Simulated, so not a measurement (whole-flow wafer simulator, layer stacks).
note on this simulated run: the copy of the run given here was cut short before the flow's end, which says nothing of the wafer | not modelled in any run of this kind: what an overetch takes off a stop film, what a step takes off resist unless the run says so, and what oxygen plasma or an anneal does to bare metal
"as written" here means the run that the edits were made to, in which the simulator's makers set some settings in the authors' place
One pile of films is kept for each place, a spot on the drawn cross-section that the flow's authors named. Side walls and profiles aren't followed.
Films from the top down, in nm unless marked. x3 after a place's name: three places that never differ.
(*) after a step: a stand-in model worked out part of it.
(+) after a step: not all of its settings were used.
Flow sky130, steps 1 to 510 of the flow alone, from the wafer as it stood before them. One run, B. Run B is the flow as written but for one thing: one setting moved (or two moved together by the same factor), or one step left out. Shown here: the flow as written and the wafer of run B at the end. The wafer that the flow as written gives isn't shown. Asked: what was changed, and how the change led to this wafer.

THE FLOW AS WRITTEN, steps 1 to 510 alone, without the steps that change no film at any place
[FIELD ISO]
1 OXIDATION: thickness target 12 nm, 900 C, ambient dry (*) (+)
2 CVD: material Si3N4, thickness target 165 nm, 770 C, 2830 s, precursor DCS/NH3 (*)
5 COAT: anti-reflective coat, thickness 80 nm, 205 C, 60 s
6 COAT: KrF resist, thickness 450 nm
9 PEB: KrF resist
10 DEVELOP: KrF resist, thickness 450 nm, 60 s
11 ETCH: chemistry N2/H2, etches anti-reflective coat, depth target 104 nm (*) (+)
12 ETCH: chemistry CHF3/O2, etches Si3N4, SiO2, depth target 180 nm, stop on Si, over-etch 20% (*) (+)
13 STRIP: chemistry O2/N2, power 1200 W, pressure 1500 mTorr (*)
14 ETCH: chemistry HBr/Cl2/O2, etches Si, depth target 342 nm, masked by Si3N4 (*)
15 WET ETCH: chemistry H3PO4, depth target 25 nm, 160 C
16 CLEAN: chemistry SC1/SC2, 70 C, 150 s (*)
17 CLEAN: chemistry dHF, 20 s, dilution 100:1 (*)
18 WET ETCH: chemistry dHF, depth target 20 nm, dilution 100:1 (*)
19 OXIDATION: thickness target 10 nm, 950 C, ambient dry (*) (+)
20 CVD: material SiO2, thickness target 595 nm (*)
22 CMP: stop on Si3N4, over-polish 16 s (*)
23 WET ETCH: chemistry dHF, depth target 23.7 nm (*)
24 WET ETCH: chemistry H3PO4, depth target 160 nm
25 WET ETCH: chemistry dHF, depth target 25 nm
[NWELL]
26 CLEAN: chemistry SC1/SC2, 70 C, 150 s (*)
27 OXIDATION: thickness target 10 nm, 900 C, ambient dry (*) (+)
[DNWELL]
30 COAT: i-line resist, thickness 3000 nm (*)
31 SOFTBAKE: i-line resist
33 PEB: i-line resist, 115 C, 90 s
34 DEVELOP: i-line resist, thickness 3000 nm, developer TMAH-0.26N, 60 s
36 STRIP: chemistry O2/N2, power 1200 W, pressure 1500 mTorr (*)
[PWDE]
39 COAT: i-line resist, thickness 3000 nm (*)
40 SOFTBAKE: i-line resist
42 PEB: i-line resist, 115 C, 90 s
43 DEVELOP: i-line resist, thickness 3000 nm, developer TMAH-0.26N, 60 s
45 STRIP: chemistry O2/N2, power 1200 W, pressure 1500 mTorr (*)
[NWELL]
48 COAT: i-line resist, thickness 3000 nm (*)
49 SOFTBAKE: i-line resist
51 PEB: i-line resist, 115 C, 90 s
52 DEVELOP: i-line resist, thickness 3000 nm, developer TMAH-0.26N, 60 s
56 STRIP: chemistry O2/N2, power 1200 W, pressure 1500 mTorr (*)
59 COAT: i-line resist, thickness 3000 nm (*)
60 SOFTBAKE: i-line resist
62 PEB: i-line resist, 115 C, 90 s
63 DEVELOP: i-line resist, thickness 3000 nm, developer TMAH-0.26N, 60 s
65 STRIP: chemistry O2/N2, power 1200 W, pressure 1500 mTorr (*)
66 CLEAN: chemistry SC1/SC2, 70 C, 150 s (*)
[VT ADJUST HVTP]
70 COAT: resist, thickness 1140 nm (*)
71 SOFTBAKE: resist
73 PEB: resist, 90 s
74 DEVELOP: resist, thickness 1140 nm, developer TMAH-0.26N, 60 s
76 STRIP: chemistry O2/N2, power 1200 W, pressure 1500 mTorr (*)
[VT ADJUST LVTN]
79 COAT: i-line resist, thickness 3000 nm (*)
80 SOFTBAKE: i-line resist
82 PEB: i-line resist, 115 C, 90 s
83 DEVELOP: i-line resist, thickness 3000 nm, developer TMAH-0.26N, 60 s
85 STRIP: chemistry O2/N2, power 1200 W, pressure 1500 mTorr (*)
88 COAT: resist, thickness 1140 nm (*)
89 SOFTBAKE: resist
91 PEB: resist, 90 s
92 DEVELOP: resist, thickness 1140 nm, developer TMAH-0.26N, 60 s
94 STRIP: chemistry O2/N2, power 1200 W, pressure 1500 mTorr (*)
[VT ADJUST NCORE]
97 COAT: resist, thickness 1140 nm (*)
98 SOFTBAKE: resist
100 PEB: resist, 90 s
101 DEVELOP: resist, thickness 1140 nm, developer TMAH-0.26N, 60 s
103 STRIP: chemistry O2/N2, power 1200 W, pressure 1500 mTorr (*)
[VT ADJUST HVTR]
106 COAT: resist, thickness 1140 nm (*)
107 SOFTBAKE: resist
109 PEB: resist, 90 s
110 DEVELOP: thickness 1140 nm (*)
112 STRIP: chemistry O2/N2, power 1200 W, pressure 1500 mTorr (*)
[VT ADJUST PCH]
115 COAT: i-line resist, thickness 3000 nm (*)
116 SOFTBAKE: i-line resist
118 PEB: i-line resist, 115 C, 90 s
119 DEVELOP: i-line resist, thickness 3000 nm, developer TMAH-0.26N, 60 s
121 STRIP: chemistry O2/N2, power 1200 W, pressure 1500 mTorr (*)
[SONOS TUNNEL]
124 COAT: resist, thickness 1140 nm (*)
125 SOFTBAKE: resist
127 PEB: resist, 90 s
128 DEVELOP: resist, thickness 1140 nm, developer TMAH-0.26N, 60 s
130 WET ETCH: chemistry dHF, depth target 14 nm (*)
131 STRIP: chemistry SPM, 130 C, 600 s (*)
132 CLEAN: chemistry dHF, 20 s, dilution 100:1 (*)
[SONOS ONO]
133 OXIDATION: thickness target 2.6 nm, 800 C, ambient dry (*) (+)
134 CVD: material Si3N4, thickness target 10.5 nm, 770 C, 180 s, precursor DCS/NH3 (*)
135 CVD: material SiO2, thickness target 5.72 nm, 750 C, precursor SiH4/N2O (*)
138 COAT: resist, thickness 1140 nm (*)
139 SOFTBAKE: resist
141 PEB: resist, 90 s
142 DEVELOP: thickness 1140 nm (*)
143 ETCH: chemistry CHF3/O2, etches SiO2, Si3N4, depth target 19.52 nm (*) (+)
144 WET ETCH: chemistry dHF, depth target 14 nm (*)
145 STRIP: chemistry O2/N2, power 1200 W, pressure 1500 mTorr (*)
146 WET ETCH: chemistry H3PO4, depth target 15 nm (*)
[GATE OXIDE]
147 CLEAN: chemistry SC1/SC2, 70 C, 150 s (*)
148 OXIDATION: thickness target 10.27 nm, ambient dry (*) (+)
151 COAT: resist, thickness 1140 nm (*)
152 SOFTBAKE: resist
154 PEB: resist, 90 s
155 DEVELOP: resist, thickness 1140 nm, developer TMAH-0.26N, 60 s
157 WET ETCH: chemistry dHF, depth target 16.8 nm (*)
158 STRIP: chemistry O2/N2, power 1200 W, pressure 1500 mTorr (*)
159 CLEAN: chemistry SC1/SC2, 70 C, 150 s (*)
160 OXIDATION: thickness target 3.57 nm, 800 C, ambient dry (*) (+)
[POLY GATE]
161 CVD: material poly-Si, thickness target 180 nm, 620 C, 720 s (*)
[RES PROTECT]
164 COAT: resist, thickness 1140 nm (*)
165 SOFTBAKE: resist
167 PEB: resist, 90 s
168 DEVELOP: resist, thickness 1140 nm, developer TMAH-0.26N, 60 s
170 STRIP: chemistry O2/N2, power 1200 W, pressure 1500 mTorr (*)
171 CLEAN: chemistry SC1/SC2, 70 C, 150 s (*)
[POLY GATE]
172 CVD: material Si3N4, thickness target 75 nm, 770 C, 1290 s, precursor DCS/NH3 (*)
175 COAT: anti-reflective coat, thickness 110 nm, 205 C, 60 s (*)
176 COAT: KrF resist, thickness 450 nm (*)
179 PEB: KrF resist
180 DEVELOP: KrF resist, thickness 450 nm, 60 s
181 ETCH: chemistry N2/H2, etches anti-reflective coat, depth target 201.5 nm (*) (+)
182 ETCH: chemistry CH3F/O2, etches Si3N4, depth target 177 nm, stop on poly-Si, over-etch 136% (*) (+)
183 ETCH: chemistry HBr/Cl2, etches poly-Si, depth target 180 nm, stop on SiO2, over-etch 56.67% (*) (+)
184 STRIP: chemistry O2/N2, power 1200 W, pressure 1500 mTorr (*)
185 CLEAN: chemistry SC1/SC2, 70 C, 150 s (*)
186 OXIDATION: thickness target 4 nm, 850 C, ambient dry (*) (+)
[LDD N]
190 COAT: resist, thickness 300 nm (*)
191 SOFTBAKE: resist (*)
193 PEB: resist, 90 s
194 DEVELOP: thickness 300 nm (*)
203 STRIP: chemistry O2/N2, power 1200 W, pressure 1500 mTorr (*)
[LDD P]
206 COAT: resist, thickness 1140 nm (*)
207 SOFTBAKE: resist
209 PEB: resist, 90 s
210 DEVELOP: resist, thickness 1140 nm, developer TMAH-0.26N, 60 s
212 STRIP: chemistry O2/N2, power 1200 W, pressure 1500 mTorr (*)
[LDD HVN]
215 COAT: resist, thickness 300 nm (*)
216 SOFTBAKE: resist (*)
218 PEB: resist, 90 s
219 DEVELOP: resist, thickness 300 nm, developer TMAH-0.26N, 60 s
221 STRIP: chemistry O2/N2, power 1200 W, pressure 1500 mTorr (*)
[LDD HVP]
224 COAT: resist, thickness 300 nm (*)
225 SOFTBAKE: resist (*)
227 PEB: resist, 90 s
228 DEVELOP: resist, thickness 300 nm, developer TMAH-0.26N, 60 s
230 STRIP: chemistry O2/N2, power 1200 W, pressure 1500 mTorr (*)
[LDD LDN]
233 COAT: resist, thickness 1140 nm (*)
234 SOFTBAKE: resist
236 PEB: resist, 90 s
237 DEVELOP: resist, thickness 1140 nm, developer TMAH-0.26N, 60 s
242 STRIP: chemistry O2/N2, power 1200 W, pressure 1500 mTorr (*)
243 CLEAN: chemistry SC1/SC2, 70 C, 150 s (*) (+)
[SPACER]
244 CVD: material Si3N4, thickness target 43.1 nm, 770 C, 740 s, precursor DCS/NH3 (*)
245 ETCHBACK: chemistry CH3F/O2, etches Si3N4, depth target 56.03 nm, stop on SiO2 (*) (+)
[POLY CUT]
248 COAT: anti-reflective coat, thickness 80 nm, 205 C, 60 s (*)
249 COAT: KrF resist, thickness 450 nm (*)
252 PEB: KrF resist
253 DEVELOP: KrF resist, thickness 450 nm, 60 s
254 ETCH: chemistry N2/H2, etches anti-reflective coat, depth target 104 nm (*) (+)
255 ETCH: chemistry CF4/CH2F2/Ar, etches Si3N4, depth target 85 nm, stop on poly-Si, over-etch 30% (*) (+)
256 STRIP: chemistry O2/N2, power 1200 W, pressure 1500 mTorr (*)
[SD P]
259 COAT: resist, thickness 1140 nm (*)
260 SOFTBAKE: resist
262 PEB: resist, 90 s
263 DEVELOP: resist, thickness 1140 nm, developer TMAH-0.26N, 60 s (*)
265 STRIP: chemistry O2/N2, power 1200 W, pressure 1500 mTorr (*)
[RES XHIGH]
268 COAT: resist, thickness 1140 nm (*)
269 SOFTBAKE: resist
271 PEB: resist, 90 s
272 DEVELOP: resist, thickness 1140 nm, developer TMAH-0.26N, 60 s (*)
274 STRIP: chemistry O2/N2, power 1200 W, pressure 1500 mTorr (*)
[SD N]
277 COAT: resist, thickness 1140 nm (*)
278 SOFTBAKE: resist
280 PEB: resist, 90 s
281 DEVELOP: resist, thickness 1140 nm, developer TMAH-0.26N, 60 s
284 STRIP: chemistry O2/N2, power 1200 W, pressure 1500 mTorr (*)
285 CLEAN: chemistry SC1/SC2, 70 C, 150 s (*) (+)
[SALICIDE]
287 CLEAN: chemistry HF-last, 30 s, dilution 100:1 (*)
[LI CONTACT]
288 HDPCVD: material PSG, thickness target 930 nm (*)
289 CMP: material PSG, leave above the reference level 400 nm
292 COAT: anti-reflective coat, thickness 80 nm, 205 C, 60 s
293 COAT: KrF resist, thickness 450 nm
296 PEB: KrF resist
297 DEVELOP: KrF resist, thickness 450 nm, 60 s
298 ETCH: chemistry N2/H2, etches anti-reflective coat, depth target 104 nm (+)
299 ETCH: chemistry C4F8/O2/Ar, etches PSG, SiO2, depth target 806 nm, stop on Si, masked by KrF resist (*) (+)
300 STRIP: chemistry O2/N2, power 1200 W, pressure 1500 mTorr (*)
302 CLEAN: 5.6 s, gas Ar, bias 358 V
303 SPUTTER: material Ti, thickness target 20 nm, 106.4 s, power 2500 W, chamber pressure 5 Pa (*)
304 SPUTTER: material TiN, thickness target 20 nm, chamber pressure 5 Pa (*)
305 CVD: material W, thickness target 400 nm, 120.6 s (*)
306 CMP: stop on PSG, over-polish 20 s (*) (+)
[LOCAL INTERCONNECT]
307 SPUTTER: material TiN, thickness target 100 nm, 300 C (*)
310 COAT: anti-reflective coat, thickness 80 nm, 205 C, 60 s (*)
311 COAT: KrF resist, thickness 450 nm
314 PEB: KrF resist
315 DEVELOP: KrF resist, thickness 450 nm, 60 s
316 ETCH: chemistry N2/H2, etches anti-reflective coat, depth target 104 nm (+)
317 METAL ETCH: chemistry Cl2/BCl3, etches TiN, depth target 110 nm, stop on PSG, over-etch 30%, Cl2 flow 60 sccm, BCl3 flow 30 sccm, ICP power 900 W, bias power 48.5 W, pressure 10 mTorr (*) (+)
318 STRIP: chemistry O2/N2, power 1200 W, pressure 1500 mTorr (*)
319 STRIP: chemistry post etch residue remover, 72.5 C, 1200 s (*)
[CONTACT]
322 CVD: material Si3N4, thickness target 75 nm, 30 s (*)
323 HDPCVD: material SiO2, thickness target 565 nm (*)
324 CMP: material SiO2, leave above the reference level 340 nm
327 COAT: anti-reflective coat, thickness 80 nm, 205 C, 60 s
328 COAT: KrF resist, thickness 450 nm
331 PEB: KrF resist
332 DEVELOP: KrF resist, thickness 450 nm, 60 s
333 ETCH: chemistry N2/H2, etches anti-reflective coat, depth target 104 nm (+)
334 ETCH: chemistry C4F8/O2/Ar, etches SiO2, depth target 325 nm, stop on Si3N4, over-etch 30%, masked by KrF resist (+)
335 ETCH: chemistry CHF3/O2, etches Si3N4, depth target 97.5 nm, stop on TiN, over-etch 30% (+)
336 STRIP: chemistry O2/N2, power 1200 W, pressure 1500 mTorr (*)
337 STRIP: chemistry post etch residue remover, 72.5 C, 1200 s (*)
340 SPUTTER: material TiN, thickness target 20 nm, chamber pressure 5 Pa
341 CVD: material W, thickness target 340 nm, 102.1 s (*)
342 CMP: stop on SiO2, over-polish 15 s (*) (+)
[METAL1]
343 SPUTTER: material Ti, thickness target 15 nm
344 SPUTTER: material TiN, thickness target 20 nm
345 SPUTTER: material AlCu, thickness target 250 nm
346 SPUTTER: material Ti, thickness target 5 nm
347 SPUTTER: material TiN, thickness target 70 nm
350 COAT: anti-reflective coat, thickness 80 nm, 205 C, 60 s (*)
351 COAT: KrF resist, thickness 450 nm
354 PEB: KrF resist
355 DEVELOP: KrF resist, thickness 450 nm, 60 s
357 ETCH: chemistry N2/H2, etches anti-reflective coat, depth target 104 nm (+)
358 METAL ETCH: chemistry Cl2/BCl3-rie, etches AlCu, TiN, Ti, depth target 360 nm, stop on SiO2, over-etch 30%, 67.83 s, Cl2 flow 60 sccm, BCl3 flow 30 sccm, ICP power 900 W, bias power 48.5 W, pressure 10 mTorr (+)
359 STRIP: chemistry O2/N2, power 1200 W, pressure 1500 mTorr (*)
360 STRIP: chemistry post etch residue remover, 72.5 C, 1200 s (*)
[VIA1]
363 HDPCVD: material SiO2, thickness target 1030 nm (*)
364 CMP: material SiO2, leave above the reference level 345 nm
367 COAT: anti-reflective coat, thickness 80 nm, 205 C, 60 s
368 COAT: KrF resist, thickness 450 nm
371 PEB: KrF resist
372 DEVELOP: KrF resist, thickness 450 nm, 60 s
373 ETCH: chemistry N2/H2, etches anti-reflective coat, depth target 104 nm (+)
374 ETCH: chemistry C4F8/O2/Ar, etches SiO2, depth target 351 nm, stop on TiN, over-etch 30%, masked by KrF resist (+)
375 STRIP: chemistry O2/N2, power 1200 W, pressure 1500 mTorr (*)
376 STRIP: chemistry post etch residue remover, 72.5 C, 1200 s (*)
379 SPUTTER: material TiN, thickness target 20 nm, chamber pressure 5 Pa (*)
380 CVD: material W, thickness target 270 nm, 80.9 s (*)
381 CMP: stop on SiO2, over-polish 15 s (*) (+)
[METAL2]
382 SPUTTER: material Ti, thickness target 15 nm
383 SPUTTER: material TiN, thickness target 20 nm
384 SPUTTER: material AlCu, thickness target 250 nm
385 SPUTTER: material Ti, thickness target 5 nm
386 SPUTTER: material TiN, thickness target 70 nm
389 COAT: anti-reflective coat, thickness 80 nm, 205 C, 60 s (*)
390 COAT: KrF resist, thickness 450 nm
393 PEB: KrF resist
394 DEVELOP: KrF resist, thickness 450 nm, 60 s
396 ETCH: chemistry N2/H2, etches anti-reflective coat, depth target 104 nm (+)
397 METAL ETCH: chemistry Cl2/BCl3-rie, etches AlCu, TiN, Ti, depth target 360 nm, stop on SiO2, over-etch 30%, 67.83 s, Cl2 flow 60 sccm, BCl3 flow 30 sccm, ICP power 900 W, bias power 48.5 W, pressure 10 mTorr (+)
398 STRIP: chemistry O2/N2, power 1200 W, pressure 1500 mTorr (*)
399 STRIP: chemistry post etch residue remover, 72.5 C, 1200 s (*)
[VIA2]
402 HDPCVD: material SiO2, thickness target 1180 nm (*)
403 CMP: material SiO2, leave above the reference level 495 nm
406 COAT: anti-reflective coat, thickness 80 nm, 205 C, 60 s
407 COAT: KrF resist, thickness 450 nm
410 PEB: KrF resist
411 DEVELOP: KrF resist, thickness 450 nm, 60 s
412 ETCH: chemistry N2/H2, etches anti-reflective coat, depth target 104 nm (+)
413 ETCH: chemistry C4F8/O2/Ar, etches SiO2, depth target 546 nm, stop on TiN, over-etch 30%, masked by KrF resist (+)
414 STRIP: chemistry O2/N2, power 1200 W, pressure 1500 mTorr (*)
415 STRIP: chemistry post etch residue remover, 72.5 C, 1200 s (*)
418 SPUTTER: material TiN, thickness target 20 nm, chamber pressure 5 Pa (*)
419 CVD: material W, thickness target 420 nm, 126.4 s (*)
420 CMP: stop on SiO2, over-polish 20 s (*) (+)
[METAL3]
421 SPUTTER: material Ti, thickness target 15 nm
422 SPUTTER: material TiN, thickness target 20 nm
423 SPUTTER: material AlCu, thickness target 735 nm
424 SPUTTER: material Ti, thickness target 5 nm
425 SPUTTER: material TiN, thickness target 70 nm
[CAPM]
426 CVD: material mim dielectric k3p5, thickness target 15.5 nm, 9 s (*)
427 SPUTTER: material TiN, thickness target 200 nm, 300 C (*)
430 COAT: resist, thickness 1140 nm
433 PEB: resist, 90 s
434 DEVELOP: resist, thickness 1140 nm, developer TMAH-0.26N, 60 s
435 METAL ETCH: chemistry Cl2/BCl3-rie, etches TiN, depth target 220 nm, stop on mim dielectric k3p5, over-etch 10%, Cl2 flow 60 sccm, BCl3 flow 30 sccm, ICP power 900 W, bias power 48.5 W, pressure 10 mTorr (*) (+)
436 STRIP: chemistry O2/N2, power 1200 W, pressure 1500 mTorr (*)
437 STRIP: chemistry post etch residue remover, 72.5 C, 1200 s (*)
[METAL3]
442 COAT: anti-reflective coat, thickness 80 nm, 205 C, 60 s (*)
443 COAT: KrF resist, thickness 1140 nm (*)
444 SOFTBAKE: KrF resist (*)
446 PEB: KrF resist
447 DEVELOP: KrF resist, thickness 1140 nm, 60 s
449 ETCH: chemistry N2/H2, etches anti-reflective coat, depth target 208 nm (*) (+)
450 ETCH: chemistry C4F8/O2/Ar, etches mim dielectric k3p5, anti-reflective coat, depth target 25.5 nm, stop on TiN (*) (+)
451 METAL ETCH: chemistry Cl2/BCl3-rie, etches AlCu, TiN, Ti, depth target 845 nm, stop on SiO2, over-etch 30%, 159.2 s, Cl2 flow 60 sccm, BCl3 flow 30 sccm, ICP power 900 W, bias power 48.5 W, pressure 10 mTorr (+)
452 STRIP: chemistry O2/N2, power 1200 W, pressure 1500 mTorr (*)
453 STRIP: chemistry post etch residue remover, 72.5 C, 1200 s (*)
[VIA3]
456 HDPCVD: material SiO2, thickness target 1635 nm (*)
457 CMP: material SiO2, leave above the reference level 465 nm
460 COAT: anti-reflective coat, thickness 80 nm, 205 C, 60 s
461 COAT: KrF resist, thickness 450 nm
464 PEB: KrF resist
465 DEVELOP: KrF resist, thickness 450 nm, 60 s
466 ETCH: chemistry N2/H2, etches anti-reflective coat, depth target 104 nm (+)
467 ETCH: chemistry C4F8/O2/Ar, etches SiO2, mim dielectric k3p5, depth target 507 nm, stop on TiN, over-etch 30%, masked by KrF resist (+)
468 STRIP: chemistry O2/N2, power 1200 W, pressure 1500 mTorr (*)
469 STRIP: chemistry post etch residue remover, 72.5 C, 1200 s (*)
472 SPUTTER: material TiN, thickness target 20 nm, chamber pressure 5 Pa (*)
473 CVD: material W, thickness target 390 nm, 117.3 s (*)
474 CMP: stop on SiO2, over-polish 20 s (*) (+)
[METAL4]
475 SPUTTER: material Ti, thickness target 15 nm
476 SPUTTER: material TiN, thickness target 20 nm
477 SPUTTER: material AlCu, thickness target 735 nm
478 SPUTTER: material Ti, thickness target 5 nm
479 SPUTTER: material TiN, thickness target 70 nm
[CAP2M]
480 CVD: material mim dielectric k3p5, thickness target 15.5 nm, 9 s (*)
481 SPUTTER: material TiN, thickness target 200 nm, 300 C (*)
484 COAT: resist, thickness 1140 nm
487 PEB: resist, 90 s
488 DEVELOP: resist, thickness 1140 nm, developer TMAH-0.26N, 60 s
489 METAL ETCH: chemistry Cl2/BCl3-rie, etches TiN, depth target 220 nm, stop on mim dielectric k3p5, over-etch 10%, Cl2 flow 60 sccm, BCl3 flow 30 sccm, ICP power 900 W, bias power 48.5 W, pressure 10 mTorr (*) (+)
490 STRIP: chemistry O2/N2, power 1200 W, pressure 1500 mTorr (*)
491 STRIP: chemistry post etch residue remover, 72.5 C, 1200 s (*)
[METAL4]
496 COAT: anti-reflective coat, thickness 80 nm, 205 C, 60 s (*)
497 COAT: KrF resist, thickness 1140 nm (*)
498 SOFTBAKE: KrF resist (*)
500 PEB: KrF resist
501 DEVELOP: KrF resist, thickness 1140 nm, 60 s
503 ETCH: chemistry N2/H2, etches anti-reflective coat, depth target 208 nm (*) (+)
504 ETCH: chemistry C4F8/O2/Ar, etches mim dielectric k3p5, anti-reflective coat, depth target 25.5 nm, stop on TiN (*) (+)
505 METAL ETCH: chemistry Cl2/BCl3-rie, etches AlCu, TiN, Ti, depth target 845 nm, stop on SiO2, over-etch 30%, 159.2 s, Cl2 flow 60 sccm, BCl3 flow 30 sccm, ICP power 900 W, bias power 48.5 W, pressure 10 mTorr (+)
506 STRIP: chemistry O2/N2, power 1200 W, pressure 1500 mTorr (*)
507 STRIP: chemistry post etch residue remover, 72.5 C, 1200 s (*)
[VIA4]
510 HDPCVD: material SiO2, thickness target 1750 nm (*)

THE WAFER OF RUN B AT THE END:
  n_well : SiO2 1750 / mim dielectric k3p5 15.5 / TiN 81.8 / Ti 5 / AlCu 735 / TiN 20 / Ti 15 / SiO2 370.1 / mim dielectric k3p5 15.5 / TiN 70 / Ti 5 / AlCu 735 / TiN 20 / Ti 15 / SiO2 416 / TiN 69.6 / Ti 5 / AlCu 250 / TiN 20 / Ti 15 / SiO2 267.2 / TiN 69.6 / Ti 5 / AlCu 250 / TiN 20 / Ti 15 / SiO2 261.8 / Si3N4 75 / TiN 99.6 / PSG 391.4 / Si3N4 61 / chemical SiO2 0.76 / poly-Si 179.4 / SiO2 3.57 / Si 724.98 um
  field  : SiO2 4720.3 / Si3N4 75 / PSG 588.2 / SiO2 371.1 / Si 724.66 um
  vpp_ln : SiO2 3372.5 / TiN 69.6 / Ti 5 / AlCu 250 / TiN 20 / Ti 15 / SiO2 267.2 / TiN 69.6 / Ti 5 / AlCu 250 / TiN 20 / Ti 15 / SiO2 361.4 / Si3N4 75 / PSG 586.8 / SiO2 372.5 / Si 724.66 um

The cause: step 479, SPUTTER: thickness target 81.8 nm was run, where the flow has thickness target 70 nm.
It can be read off the wafer: n_well has TiN 81.8, and step 479 as written asks for 70 nm.

How the change led to this, step by step:
  479 SPUTTER: material TiN, thickness target 70 nm
      field, active, n_well and 189 more: TiN +81.8 (new film) (as written it would be: TiN +70 (new film))
  505 METAL ETCH: chemistry Cl2/BCl3-rie, etches AlCu, TiN, Ti, depth target 845 nm, stop on SiO2, over-etch 30%, 159.2 s, Cl2 flow 60 sccm, BCl3 flow 30 sccm, ICP power 900 W, bias power 48.5 W, pressure 10 mTorr (+)
      field, active, gate and 70 more: TiN -81.8 (all of it), Ti -5 (all of it), AlCu -735 (all of it), TiN -20 (all of it), Ti -15 (all of it), SiO2 -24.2 (as written it would be: TiN -70 (all of it), Ti -5 (all of it), AlCu -735 (all of it), TiN -20 (all of it), Ti -15 (all of it), SiO2 -25.4)
      vpp_iso1, mim_edge_plate, m1_ln and 12 more: TiN -81.8 (all of it), Ti -5 (all of it), AlCu -735 (all of it), TiN -20 (all of it), Ti -15 (all of it), SiO2 -24.2 (as written it would be: TiN -70 (all of it), Ti -5 (all of it), AlCu -735 (all of it), TiN -20 (all of it), Ti -15 (all of it), SiO2 -25.3)
